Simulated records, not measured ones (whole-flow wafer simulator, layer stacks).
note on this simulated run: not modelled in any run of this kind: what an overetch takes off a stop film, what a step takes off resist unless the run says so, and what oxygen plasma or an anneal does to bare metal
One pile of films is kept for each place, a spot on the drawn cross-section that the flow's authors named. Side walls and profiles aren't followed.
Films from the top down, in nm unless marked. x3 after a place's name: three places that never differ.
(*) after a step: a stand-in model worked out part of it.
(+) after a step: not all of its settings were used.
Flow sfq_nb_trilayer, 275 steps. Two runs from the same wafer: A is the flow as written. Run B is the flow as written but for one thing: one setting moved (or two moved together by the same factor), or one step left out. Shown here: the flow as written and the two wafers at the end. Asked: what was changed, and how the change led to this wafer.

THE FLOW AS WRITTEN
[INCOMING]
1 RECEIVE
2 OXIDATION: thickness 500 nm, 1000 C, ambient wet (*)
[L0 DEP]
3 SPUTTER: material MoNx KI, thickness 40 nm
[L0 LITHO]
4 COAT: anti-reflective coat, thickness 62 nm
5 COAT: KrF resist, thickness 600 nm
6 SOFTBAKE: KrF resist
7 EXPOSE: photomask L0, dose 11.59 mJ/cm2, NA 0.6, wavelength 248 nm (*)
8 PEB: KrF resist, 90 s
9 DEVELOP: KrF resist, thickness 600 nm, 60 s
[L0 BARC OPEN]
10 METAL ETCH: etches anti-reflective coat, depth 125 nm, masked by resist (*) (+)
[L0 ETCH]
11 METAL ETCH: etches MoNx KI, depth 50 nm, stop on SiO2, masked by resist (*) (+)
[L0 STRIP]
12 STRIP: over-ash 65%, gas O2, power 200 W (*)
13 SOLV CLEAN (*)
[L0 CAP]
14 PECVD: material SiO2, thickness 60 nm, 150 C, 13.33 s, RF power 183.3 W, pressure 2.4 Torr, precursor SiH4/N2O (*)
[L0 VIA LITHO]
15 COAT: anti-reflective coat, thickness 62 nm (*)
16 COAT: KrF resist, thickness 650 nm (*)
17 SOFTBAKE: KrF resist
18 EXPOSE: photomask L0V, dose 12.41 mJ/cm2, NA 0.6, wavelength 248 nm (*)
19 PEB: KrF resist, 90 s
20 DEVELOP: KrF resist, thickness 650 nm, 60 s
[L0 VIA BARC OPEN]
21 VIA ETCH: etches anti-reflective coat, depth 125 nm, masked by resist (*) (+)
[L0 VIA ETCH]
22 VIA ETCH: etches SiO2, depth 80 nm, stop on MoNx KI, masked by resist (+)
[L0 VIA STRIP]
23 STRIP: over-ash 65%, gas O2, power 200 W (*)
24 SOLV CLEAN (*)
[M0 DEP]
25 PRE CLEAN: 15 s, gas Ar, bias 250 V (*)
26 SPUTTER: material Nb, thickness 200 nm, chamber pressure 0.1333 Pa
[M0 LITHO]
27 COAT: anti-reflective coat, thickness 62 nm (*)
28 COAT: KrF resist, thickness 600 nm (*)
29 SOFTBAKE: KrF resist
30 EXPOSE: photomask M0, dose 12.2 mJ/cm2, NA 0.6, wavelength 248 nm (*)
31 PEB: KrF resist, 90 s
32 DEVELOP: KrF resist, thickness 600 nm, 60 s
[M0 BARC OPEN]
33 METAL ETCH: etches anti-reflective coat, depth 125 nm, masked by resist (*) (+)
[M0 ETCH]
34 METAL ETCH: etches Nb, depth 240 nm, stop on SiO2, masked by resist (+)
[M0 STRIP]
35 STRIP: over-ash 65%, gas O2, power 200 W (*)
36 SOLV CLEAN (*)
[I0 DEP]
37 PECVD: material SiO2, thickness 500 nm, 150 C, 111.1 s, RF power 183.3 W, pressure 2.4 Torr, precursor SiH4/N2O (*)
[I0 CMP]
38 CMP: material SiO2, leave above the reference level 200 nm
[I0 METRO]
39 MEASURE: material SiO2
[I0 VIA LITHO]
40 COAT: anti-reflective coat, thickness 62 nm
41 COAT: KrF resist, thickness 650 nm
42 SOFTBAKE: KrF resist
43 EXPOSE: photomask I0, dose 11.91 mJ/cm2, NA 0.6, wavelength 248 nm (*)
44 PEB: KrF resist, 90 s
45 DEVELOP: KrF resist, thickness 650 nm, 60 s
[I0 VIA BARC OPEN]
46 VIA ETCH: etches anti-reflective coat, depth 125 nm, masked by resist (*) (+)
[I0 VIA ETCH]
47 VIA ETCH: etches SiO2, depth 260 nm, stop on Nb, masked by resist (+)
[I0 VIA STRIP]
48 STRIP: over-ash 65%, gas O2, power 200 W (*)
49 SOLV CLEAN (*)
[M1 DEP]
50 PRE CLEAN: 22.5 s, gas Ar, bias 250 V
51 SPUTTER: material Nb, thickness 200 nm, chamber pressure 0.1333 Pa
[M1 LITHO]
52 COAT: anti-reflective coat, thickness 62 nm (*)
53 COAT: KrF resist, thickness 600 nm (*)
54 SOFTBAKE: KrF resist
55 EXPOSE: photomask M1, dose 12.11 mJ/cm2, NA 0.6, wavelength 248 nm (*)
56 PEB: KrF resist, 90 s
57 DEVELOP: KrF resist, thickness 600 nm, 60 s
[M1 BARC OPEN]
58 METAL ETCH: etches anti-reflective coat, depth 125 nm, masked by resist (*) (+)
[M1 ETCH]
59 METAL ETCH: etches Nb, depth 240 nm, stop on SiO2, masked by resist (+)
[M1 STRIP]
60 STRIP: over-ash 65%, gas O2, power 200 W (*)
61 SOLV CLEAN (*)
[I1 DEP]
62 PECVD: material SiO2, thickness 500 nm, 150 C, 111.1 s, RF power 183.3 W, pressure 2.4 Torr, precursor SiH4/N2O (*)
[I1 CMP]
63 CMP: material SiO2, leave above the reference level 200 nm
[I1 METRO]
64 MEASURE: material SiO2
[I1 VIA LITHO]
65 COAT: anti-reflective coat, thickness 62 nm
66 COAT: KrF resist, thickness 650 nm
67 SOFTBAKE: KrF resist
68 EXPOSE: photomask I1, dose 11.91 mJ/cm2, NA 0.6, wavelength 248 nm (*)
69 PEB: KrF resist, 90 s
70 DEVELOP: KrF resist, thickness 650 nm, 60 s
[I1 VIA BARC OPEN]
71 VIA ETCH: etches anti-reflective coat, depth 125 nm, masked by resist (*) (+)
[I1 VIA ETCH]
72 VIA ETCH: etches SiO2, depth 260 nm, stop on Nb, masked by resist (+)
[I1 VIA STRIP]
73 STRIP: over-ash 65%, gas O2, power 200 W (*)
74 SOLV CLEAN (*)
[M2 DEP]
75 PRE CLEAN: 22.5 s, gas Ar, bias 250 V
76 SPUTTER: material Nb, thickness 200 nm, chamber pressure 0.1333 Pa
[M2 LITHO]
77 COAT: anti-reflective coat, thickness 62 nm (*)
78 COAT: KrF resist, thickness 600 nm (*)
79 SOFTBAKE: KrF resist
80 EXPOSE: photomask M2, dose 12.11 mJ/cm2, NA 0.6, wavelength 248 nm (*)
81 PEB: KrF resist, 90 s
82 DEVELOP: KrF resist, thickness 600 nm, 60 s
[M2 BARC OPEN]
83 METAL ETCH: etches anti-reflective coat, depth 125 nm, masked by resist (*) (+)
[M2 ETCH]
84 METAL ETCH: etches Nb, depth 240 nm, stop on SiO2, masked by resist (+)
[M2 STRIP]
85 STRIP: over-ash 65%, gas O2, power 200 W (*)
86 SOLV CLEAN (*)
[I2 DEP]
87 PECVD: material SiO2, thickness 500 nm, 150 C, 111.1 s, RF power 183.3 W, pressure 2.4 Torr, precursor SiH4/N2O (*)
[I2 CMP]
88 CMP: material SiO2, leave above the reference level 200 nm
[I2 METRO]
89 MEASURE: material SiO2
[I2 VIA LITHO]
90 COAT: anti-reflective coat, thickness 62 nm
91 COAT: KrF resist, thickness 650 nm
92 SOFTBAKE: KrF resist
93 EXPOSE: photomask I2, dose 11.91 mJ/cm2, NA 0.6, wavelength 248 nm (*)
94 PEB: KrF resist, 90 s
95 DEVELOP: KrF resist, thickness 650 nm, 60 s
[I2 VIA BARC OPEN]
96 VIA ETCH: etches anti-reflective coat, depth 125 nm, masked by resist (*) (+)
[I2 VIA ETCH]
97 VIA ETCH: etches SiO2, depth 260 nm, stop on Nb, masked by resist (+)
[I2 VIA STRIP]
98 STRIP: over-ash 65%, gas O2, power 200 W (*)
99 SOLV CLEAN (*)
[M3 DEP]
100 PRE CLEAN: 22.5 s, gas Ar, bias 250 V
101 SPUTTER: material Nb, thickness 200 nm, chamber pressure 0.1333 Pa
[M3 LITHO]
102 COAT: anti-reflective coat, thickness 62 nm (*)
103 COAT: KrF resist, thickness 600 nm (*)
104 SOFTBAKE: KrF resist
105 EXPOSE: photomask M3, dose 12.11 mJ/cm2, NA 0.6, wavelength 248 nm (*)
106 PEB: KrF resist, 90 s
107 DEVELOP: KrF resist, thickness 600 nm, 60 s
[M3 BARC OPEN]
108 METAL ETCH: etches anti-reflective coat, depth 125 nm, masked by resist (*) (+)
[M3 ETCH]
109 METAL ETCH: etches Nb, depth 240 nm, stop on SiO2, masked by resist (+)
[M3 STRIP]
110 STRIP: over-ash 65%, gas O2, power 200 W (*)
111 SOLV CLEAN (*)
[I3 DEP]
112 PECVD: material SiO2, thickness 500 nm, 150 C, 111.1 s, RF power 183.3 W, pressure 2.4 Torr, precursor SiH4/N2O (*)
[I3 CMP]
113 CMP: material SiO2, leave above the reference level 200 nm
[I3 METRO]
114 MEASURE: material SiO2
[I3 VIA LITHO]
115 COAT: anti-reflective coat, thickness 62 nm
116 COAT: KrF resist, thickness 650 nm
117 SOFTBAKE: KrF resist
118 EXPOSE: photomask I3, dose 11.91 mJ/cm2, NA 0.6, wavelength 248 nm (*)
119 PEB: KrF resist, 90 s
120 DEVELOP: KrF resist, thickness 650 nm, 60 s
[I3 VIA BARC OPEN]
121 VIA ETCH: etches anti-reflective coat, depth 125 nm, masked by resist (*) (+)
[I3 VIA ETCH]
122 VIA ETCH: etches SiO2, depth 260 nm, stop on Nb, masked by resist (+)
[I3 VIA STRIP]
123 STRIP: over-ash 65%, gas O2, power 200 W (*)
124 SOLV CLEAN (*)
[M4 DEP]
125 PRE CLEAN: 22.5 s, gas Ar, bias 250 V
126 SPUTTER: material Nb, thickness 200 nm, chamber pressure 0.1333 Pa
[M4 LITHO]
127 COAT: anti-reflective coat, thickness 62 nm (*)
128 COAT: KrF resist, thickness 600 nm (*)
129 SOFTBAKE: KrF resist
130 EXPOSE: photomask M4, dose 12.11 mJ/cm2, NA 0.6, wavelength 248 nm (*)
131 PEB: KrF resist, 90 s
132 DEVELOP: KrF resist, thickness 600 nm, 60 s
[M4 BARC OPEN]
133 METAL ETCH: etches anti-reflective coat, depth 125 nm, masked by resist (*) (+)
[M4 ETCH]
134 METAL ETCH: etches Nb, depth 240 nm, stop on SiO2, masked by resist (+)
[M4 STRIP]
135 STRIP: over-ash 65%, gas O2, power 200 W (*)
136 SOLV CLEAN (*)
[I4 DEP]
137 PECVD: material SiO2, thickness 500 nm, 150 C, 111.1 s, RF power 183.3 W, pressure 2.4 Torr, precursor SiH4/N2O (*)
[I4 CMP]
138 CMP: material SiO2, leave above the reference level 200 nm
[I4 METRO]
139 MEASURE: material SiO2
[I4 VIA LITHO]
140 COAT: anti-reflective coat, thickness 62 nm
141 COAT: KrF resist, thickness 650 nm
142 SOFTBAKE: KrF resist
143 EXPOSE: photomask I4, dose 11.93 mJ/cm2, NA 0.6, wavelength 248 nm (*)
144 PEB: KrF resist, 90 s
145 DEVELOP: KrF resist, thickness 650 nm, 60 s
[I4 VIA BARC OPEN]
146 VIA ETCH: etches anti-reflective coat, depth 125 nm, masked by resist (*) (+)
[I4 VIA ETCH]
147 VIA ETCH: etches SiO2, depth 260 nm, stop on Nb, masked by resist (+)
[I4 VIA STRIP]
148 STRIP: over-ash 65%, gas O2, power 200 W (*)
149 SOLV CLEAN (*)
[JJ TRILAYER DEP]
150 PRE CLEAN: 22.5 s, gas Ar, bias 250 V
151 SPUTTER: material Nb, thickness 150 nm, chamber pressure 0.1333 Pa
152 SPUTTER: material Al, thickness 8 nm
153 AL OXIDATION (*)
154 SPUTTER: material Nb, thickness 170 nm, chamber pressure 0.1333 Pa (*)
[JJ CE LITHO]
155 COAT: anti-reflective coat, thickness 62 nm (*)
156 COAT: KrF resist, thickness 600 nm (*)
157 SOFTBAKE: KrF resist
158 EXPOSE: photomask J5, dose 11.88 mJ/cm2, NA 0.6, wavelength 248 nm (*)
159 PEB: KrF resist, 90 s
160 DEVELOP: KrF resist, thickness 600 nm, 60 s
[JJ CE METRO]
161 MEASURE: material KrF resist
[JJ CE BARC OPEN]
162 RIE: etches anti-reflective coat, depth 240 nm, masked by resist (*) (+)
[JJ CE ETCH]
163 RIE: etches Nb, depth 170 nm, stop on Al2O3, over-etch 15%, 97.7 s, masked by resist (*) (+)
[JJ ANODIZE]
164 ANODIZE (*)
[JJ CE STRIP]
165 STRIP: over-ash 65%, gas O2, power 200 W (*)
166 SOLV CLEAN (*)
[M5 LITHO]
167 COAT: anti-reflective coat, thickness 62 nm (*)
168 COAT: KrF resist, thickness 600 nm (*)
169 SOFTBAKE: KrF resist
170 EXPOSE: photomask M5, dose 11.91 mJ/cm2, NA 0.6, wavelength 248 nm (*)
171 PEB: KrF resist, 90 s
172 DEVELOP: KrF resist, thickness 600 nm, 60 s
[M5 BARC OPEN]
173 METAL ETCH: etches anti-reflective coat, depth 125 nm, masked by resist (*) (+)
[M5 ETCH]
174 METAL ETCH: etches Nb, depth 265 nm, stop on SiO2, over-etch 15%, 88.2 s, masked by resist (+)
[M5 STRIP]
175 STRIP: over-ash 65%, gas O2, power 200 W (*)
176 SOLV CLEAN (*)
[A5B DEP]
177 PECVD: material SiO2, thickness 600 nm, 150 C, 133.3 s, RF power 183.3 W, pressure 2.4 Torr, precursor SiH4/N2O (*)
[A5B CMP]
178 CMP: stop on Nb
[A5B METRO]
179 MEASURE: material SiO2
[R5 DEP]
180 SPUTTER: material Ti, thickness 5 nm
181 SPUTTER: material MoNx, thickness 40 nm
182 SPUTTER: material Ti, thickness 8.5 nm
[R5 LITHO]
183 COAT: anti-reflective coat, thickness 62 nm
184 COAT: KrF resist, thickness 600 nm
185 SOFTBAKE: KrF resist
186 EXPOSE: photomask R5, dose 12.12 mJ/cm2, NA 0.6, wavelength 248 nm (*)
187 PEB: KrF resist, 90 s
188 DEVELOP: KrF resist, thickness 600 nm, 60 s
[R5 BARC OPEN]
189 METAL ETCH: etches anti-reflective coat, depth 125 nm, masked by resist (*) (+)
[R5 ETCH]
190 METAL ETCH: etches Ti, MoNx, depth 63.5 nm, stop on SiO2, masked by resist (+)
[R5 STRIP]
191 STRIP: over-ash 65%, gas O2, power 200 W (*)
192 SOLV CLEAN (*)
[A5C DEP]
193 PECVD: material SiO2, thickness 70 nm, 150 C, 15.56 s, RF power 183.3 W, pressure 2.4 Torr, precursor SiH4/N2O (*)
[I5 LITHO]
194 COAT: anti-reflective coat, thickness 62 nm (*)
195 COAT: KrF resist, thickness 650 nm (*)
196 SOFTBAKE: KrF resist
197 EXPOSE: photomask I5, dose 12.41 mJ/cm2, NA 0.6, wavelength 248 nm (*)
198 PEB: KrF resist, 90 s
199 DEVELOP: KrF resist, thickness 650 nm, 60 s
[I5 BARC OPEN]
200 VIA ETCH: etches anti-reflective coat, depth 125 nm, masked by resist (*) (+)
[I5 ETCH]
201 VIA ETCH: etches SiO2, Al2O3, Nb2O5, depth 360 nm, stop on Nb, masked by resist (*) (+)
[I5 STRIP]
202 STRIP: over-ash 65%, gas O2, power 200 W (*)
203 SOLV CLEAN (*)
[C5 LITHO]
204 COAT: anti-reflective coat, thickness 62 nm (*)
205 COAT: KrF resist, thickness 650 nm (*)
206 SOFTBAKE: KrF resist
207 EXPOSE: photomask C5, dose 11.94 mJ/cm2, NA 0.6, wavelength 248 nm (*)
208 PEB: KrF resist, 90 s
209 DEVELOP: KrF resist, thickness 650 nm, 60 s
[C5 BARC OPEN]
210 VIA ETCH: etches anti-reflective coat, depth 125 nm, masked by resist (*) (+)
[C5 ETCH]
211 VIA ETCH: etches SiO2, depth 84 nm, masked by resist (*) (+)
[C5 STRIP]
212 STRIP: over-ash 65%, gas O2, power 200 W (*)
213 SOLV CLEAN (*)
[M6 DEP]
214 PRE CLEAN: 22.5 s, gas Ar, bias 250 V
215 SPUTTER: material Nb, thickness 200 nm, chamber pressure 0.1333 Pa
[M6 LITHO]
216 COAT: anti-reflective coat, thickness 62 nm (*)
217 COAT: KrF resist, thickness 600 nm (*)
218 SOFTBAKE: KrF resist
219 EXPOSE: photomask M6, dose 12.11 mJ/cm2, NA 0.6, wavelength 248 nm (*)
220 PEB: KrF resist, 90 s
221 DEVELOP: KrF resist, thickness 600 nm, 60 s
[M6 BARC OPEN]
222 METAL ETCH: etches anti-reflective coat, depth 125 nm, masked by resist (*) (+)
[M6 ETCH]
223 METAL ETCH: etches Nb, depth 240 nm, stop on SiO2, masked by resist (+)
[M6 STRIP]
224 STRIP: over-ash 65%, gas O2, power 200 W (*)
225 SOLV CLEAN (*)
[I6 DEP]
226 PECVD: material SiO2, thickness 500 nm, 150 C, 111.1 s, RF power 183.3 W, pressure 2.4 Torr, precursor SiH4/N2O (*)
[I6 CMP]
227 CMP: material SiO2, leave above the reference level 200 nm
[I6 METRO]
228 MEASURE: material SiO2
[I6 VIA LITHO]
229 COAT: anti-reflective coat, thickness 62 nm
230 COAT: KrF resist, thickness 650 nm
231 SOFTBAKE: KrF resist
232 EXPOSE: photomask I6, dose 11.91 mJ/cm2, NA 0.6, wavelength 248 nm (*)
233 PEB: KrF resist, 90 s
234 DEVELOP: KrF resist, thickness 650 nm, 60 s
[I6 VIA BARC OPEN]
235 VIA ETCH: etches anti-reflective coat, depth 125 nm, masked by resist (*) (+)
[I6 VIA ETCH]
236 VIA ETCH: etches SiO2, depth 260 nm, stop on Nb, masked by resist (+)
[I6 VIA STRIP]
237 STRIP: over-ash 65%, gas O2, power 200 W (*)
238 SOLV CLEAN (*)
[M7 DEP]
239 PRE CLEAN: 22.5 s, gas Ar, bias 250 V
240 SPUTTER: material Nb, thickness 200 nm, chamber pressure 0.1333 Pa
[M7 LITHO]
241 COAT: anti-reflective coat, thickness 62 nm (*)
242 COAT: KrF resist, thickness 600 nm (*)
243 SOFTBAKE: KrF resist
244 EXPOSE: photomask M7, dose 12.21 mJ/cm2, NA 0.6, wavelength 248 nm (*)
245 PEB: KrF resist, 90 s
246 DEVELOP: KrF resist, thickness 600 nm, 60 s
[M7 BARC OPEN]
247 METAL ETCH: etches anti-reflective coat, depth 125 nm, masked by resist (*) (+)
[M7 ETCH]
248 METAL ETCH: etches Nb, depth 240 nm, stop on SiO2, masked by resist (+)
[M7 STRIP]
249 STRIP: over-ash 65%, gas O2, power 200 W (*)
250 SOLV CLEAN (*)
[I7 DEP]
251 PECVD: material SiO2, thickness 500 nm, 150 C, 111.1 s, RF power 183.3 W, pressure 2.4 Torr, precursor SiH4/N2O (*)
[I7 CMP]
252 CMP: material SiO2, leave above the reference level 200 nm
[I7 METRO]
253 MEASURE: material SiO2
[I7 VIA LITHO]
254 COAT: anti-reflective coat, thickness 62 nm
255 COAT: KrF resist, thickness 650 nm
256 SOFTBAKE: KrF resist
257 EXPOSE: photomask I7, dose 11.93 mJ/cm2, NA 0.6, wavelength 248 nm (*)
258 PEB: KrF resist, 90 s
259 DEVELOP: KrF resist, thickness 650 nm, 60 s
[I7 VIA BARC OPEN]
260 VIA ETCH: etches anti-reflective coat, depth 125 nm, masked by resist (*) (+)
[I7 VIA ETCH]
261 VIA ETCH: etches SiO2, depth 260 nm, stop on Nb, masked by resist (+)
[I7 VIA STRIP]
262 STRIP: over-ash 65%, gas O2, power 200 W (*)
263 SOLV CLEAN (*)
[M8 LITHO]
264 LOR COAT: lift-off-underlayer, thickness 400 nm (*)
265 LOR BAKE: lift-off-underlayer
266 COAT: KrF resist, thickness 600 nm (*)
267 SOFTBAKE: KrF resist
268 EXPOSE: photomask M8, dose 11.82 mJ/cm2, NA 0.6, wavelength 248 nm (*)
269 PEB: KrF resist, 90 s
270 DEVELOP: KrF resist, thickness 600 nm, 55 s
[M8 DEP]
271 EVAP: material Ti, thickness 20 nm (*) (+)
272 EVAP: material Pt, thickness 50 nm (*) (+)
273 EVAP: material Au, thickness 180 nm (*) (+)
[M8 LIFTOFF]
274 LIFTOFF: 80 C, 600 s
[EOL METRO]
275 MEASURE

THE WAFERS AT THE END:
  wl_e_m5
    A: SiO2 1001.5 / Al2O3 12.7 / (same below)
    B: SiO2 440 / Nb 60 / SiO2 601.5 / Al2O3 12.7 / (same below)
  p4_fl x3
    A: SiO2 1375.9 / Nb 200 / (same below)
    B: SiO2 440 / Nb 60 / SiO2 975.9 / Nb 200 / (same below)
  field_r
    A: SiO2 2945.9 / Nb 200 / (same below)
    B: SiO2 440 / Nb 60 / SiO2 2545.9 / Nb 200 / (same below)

The cause: step 240, SPUTTER: thickness 300 nm was run, where the flow has thickness 200 nm.

How the change led to this, step by step:
  240 SPUTTER: material Nb, thickness 200 nm, chamber pressure 0.1333 Pa
      field_l, v_sur, via_wl and 102 more: A Nb +200 (new film) | B Nb +300 (new film)
      via_v: A Nb +161.1 | B Nb +242.3
  241 COAT: anti-reflective coat, thickness 62 nm (*)
      via_v: A anti-reflective coat +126 (new film) | B anti-reflective coat +129.2 (new film)
  248 METAL ETCH: etches Nb, depth 240 nm, stop on SiO2, masked by resist (+)
      field_l, field_r, lsp_l and 62 more: A Nb -200 (all of it) | B Nb -240
  249 STRIP: over-ash 65%, gas O2, power 200 W (*)
      via_v: A KrF resist -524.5 (all of it), anti-reflective coat -126 (all of it) | B KrF resist -537.4 (all of it), anti-reflective coat -129.2 (all of it)
  251 PECVD: material SiO2, thickness 500 nm, 150 C, 111.1 s, RF power 183.3 W, pressure 2.4 Torr, precursor SiH4/N2O (*)
      field_l, p4_fl x3, p4_w1 x9 and 46 more: A SiO2 +500 | B SiO2 +500 (new film)
      field_r, lsp_l: A SiO2 +477.7 | B SiO2 +473.2 (new film)
      (and at 4 more places)
  252 CMP: material SiO2, leave above the reference level 200 nm
      field_l, p4_fl x3, p4_w1 x9 and 46 more: A SiO2 -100 | B SiO2 -60
      field_r, lsp_l: A SiO2 -77.7 | B SiO2 -33.2
      (and at 3 more places)
Counting metal films that touch as one body, wl_e_m5 has 7 bodies (between them, from the top down: SiO2 601.5 / Al2O3 12.7 / Nb2O5 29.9; SiO2 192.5; SiO2 192.5; SiO2 192.5; SiO2 192.5; SiO2 192.5); the flow as written gives 6 bodies (between them, from the top down: SiO2 192.5; SiO2 192.5; SiO2 192.5; SiO2 192.5; SiO2 192.5).
Counting metal films that touch as one body, p4_fl x3 has 3 bodies (between them, from the top down: SiO2 975.9; SiO2 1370); the flow as written gives 2 bodies (between them, from the top down: SiO2 1370).
Counting metal films that touch as one body, field_r has 2 bodies (between them, from the top down: SiO2 2545.9); the flow as written gives 1 body.
